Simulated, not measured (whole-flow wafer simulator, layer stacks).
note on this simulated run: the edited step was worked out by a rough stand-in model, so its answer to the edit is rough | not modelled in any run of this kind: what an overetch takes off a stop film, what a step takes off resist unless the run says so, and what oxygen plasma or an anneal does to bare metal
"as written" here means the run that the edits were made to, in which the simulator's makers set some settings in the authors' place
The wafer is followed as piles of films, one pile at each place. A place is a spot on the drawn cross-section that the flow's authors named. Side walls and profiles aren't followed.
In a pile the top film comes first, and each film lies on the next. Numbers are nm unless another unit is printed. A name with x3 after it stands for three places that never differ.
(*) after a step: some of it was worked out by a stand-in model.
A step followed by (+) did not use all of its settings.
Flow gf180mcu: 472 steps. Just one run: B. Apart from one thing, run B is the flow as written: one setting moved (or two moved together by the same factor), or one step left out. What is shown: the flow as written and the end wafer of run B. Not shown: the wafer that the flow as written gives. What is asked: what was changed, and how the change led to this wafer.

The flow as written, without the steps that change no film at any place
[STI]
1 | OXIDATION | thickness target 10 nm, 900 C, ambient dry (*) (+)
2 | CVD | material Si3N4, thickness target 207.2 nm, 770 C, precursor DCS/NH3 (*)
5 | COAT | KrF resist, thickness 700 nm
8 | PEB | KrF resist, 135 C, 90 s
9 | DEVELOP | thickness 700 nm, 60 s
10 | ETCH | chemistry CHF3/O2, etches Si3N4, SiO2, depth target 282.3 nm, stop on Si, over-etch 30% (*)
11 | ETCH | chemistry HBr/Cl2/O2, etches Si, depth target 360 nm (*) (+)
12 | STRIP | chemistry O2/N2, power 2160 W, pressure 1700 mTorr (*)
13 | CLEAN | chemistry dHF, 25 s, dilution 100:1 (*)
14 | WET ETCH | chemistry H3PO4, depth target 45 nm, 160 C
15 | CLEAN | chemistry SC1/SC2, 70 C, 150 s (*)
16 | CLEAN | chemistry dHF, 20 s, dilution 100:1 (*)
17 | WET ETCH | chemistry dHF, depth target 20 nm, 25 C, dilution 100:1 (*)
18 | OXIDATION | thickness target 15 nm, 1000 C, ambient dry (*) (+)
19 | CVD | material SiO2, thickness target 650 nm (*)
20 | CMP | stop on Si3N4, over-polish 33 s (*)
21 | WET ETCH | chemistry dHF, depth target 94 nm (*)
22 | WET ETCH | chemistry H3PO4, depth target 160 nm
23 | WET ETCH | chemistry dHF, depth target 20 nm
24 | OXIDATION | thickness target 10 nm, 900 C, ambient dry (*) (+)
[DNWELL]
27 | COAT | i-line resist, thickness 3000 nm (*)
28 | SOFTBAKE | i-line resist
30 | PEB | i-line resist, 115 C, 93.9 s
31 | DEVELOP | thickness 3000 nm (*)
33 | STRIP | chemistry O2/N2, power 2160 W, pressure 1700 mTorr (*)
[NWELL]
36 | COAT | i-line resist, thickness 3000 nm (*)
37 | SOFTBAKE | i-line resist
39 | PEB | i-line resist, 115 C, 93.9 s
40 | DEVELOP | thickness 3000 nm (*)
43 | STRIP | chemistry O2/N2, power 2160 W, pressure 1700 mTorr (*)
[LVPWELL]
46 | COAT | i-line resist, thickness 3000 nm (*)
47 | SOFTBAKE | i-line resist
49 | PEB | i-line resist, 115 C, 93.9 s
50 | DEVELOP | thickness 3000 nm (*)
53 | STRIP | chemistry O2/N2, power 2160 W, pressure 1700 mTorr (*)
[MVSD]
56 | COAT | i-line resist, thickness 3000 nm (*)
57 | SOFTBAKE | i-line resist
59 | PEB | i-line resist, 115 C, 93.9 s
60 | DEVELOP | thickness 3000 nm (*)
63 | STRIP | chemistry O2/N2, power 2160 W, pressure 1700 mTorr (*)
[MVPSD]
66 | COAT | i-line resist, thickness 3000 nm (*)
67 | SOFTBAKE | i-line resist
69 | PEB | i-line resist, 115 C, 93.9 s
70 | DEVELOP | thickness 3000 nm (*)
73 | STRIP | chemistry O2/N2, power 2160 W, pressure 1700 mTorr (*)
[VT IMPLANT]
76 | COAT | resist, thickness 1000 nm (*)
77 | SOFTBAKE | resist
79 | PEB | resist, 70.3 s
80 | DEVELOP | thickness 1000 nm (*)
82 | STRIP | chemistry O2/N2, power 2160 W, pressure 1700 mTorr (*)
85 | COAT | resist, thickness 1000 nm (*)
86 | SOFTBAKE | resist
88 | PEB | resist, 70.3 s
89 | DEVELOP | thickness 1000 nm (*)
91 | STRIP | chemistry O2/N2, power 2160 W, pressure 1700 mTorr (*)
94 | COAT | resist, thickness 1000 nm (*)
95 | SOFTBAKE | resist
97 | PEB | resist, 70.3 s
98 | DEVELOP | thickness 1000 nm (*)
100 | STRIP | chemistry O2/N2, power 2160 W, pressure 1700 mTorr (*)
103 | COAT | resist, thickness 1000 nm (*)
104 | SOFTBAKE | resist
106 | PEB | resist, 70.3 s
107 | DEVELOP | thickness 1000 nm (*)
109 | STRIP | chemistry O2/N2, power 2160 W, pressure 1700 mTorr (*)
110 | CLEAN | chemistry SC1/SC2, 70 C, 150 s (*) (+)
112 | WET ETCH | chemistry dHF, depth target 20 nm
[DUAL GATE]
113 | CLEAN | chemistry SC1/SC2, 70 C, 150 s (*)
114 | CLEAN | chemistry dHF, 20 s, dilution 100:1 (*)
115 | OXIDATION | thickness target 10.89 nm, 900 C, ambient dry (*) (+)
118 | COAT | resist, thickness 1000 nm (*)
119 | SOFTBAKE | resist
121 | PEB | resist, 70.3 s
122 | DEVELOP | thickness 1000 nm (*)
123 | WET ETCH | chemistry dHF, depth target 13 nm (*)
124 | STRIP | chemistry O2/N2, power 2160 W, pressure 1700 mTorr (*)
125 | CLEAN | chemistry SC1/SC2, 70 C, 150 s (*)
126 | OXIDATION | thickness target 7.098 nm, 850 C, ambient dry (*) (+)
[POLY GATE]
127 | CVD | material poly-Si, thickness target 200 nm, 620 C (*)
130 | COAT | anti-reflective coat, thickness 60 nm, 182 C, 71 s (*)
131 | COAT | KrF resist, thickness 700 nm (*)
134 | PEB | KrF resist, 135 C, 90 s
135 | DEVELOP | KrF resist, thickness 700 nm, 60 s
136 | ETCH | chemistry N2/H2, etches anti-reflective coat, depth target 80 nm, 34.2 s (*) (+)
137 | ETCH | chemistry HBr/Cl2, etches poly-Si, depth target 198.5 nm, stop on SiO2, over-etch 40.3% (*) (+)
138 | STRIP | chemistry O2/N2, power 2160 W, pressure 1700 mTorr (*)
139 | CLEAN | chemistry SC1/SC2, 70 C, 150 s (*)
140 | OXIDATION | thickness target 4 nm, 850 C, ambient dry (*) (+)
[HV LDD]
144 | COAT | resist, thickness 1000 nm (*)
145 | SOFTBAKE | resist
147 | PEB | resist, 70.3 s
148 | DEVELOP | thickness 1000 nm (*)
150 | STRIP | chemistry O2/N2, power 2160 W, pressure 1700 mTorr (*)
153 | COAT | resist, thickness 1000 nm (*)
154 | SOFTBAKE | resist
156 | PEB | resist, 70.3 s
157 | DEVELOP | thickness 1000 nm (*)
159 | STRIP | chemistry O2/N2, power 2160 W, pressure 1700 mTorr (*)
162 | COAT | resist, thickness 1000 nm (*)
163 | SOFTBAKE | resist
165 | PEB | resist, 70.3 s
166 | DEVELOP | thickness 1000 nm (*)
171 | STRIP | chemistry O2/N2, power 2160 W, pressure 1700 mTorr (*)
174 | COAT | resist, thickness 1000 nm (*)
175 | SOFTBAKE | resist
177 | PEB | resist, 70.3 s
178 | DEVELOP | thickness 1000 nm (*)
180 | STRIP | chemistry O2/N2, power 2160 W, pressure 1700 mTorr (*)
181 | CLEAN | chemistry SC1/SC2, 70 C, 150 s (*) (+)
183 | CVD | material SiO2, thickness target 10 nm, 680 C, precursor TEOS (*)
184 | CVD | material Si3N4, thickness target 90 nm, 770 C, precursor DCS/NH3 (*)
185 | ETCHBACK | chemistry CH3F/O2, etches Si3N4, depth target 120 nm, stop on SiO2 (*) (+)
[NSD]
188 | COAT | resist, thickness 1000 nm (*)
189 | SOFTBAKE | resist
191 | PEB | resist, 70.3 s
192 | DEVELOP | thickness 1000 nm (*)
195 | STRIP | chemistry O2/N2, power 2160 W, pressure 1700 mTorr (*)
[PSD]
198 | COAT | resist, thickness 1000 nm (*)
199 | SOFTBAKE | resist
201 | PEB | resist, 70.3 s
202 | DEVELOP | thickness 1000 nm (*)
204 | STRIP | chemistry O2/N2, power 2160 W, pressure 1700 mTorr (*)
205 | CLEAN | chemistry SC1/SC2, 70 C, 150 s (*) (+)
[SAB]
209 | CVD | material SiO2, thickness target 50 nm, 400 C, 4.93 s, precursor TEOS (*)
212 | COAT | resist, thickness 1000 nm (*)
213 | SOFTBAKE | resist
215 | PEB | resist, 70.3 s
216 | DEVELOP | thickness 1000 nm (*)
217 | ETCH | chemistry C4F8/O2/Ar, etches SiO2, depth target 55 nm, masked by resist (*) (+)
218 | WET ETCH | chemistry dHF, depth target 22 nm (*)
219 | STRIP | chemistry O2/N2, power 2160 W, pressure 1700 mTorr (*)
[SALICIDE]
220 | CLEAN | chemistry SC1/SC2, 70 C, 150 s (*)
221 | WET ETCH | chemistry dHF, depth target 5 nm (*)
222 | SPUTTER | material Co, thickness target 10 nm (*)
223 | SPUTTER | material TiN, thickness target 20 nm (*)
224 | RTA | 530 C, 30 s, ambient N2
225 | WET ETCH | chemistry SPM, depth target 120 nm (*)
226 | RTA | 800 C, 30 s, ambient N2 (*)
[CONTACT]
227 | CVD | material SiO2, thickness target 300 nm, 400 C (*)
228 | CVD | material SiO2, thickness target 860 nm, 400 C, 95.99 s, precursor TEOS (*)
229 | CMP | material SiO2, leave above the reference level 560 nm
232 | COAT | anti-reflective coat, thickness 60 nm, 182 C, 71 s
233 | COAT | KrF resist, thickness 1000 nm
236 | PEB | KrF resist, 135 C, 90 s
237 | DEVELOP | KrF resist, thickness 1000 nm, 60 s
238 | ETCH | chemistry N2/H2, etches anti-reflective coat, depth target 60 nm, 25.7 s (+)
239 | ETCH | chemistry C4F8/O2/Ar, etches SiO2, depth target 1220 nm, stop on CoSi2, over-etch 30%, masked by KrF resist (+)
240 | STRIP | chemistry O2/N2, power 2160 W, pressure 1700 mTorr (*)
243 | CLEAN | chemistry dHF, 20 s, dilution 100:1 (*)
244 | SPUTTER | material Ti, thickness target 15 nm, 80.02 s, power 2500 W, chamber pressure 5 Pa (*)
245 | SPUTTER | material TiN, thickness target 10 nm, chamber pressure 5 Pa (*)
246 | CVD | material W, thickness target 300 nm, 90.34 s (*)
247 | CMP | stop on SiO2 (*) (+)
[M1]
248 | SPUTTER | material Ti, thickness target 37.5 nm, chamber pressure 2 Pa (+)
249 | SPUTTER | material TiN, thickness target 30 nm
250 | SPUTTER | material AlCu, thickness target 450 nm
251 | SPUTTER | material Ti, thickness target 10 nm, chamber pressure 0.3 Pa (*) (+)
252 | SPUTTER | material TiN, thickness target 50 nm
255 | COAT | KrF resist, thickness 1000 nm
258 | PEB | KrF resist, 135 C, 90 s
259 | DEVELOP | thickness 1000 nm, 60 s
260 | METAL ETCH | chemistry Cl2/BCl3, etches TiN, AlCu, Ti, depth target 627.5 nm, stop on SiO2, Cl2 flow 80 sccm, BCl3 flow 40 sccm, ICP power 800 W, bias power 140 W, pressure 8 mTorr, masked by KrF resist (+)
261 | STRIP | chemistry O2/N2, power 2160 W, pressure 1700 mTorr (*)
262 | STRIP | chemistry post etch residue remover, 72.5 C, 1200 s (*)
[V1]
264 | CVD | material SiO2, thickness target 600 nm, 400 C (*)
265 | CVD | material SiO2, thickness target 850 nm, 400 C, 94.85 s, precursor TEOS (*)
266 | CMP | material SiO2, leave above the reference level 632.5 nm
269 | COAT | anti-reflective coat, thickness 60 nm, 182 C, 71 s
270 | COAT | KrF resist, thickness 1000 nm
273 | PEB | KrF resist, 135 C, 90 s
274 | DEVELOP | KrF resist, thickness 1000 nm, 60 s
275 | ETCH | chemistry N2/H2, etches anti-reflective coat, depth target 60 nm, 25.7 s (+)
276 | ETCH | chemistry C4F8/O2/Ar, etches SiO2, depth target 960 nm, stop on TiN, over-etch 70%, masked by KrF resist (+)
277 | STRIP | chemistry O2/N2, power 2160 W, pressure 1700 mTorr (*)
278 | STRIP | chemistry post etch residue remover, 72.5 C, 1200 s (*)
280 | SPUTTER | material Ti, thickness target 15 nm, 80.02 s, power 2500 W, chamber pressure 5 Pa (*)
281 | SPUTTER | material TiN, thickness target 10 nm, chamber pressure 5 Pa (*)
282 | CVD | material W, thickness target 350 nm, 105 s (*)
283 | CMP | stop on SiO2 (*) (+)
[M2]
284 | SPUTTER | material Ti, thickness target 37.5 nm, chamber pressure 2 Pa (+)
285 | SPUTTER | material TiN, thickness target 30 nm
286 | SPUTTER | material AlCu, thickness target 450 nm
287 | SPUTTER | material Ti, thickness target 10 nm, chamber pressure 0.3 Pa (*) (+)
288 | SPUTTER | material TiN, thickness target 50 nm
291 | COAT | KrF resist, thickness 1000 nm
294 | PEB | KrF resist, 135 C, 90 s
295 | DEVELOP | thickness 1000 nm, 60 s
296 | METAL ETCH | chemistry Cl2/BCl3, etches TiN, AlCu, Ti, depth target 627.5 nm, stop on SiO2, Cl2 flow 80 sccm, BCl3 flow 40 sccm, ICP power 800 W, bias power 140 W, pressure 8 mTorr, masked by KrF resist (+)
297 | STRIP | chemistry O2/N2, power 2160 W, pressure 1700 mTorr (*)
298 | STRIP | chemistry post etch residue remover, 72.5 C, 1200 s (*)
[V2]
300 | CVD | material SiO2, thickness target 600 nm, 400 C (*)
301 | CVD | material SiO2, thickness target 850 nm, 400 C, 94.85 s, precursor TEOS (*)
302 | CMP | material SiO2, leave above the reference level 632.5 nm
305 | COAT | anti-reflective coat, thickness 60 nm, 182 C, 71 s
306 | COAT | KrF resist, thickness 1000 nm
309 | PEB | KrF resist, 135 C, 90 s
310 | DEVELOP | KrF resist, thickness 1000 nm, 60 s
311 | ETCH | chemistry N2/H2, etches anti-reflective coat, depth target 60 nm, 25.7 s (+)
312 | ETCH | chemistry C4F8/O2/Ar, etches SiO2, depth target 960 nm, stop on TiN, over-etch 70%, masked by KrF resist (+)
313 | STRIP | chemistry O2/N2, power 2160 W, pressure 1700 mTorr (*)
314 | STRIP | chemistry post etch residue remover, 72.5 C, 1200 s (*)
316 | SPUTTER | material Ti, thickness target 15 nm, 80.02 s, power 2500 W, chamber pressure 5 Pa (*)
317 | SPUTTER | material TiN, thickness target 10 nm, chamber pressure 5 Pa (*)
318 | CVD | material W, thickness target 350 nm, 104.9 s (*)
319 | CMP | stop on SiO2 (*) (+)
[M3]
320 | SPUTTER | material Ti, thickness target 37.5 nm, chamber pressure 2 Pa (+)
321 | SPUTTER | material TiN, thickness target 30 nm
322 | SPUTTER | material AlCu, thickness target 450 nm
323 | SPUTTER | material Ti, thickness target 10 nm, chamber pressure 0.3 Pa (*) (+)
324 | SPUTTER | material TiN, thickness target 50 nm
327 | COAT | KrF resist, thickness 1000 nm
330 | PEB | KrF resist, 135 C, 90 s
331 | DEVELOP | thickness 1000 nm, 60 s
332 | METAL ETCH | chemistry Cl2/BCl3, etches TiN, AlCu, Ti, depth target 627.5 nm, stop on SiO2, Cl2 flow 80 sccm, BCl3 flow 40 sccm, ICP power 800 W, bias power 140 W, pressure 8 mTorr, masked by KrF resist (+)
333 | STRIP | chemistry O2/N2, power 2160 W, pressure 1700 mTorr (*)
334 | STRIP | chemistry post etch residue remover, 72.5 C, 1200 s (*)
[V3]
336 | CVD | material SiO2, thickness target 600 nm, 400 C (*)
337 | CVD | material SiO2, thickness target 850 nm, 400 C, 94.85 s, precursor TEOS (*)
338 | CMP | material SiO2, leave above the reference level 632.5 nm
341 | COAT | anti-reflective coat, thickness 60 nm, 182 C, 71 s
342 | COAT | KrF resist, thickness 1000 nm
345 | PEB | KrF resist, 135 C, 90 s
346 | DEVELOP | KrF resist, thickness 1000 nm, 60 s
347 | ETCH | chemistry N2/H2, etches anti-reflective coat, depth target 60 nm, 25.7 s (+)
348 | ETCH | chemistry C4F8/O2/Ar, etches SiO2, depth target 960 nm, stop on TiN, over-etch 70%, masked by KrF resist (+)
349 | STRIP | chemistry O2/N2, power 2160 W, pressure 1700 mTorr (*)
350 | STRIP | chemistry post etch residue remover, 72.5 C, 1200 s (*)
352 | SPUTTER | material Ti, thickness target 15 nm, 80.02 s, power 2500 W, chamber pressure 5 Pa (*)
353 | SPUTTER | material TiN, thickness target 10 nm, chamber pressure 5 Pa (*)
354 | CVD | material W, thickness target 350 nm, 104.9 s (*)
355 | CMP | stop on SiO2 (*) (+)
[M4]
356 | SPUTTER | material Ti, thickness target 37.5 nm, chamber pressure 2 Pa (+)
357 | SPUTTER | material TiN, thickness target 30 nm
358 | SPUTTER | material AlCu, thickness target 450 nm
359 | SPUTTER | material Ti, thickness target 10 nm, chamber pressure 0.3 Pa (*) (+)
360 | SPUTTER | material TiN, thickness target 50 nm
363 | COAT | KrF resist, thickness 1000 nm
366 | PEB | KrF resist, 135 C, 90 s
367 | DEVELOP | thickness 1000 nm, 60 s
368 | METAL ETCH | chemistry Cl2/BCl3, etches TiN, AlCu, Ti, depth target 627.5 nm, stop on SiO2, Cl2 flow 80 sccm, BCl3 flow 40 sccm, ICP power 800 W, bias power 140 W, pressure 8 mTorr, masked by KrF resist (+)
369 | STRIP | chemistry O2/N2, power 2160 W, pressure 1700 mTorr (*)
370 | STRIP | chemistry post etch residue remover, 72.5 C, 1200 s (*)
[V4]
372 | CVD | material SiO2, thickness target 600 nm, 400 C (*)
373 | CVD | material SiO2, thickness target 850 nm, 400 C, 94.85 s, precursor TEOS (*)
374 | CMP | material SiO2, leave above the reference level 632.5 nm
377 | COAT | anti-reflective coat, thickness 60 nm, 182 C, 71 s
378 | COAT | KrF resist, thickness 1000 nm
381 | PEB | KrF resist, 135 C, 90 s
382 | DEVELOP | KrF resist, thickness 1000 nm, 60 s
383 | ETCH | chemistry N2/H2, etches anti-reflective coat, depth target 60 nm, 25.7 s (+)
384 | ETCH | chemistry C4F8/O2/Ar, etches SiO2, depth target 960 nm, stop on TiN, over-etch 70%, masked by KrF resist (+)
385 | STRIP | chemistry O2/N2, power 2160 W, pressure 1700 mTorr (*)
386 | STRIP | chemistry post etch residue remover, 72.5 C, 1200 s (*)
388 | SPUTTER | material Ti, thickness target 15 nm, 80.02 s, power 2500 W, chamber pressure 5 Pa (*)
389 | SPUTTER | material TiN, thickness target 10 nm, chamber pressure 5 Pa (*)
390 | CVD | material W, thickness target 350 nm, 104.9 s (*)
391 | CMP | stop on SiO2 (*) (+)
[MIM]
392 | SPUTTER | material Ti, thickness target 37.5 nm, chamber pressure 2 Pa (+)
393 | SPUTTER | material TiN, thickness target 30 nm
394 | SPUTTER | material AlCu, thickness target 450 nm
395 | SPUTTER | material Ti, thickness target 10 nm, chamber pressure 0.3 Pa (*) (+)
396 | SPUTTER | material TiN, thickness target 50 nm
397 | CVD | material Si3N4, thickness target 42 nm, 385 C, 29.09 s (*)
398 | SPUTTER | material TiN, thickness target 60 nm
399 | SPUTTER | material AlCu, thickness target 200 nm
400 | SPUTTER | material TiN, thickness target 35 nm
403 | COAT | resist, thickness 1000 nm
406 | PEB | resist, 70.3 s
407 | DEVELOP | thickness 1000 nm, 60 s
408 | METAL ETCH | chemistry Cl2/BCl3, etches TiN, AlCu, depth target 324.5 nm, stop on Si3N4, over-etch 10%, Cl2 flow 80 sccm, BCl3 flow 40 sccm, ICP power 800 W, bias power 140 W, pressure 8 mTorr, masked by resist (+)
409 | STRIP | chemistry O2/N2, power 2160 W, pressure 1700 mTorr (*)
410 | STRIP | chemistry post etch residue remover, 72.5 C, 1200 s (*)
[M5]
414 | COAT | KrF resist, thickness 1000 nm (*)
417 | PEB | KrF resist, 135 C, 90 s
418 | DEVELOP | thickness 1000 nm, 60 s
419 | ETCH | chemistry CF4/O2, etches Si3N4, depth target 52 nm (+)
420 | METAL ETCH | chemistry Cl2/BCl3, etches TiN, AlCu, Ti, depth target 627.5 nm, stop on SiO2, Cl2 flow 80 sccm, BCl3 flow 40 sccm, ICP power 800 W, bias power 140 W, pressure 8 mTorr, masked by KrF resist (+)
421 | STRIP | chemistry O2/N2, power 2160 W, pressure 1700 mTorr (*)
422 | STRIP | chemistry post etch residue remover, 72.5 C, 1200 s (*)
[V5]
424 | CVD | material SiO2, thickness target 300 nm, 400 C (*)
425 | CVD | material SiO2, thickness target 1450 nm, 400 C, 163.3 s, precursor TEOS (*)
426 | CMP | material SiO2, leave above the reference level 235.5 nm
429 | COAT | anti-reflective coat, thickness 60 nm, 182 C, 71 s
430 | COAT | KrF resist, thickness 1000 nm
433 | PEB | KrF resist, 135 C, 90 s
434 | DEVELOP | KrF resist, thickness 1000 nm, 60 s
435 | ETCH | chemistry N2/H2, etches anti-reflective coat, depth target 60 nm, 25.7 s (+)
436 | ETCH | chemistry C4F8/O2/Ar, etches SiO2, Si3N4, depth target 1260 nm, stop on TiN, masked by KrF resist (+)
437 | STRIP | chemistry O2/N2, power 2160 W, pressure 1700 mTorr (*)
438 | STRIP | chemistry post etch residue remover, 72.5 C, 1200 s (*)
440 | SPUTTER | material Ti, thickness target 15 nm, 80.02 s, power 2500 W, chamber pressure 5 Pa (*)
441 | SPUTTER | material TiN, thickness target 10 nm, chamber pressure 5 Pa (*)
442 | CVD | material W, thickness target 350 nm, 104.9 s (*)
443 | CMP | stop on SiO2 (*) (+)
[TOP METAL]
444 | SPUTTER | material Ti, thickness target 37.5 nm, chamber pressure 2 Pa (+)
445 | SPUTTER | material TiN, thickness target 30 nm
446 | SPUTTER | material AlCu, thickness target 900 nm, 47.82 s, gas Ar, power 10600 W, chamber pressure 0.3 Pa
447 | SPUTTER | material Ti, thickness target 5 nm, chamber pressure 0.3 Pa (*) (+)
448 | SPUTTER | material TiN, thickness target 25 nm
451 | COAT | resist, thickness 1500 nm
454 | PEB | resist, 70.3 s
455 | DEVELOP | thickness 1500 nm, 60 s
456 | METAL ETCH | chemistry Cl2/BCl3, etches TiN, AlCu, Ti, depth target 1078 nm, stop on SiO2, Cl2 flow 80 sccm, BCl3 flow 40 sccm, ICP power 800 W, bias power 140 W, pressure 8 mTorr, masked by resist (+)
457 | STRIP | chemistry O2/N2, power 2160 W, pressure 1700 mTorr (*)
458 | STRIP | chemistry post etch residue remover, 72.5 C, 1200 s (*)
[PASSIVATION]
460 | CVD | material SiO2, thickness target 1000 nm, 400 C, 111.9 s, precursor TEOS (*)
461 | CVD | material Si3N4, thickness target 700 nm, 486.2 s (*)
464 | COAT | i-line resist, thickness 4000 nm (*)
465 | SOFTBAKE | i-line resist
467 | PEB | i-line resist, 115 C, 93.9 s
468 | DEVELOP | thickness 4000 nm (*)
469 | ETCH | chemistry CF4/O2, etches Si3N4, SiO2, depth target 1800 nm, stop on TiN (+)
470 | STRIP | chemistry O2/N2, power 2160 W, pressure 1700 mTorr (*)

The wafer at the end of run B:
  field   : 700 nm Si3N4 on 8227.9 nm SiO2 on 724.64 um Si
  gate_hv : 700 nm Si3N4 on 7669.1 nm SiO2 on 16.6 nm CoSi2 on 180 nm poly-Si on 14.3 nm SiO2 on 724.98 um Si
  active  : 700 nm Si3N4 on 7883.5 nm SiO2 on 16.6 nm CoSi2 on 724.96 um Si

The reason: step 222, SPUTTER: thickness target 4.75 nm was run, whereas the flow has thickness target 10 nm.

Step by step, how the change led to this:
  222 | SPUTTER | material Co, thickness target 10 nm (*)
      field, field__w7, field__w8 and 71 more: Co gains 4.75 (new film) (in the flow as written it would be: Co gains 10 (new film))
      field__w2, mim: Co gains 4.11 (new film) (in the flow as written it would be: Co gains 8.65 (new film))
      (and at 35 other places as well)
  224 | RTA | 530 C, 30 s, ambient N2
      gate, gate_hv, gate_p and 22 more: under 1 film: CoSi gains 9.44 (new film), Co loses 4.75 (all of it), poly-Si loses 8.65 (in the flow as written it would be: under 1 film: CoSi gains 19.9 (new film), Co loses 10 (all of it), poly-Si loses 18.2)
      active, p_well, sd_n and 11 more: under 1 film: CoSi gains 9.44 (new film), Co loses 4.75 (all of it), Si loses 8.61 (in the flow as written it would be: under 1 film: CoSi gains 19.9 (new film), Co loses 10 (all of it), Si loses 18.1)
      (and at 10 other places as well)
  225 | WET ETCH | chemistry SPM, depth target 120 nm (*)
      field, field__w7, field__w8 and 32 more: TiN loses 20 (all of it), Co loses 4.75 (all of it) (in the flow as written it would be: TiN loses 20 (all of it), Co loses 10 (all of it))
      field__w9, nw_enc_fld_lv__w3: TiN loses 19.1 (all of it), Co loses 4.56 (all of it) (in the flow as written it would be: TiN loses 19.1 (all of it), Co loses 9.6 (all of it))
      (and at 25 other places as well)
  226 | RTA | 800 C, 30 s, ambient N2 (*)
      gate, gate_hv, gate_p and 22 more: CoSi2 gains 16.6 (new film), CoSi loses 9.44 (all of it), poly-Si loses 8.65 (in the flow as written it would be: CoSi2 gains 35 (new film), CoSi loses 19.9 (all of it), poly-Si loses 18.2)
      active, p_well, sd_n and 11 more: CoSi2 gains 16.6 (new film), CoSi loses 9.44 (all of it), Si loses 8.61 (in the flow as written it would be: CoSi2 gains 35 (new film), CoSi loses 19.9 (all of it), Si loses 18.1)
      (and at 10 other places as well)
